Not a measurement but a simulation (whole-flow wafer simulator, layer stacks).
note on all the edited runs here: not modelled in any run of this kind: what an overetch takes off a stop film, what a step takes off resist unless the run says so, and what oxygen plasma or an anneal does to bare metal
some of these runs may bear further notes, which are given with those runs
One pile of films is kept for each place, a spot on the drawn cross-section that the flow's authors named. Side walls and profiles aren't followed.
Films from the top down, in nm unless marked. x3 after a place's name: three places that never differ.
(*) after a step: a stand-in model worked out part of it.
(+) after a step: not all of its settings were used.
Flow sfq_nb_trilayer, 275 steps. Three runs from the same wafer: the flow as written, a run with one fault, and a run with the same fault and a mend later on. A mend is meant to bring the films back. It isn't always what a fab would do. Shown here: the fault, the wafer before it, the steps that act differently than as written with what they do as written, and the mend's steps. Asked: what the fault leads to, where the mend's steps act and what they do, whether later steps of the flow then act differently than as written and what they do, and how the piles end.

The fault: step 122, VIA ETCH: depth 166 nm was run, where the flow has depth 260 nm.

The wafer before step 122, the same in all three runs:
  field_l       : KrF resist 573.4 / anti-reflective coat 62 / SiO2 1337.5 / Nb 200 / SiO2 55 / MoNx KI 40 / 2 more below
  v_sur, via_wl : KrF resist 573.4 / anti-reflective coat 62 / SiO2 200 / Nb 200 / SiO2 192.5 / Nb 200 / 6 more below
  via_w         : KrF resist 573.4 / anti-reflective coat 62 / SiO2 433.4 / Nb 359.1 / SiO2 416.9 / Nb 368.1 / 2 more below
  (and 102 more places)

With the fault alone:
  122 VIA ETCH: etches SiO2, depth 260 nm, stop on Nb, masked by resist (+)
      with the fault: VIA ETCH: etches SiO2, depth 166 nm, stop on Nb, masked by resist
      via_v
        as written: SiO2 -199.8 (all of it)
        with the fault: SiO2 -166
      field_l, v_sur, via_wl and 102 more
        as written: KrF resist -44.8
        with the fault: KrF resist -28.6
  Later steps of the flow that act differently than as written (3 more steps differ only slightly, by at most 2% or 0.5 nm, whichever is larger, and aren't shown):
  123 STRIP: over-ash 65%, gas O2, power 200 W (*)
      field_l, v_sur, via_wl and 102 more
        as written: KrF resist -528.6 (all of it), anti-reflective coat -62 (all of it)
        with the fault: KrF resist -544.8 (all of it), anti-reflective coat -62 (all of it)
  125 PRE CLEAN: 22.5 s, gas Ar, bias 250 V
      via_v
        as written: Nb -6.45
        with the fault: SiO2 -7.5
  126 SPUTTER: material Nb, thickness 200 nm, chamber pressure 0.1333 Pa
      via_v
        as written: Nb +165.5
        with the fault: Nb +172.7 (new film)
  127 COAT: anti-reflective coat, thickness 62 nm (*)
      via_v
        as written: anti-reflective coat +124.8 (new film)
        with the fault: anti-reflective coat +116.1 (new film)
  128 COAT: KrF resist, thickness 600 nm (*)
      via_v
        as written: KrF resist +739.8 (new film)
        with the fault: KrF resist +713.6 (new film)
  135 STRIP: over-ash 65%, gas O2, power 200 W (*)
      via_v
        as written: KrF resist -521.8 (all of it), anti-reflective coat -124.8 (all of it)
        with the fault: KrF resist -495.7 (all of it), anti-reflective coat -116.1 (all of it)
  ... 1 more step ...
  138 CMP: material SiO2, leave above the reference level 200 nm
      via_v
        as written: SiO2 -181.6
        with the fault: SiO2 -157.1
  At the end the piles differ from the flow's by more than 2% or 0.5 nm, whichever is larger, at via_v.
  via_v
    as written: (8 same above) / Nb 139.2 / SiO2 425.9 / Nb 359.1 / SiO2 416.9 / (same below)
    with the fault: (8 same above) / Nb 139.2 / SiO2 386 / Nb 172.7 / SiO2 26.3 / Nb 200 / SiO2 416.9 / (same below)

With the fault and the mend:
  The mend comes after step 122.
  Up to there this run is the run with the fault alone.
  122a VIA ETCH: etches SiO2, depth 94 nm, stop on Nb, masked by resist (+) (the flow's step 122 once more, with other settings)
      field_l, v_sur, via_wl and 102 more
        KrF resist -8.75
      via_v
        SiO2 -33.8 (all of it)
  No later step of the flow acts differently than as written, at any place that is followed, by more than 2% or 0.5 nm, whichever is larger.
  At the end the piles are the same as the flow's at every place that both follow.
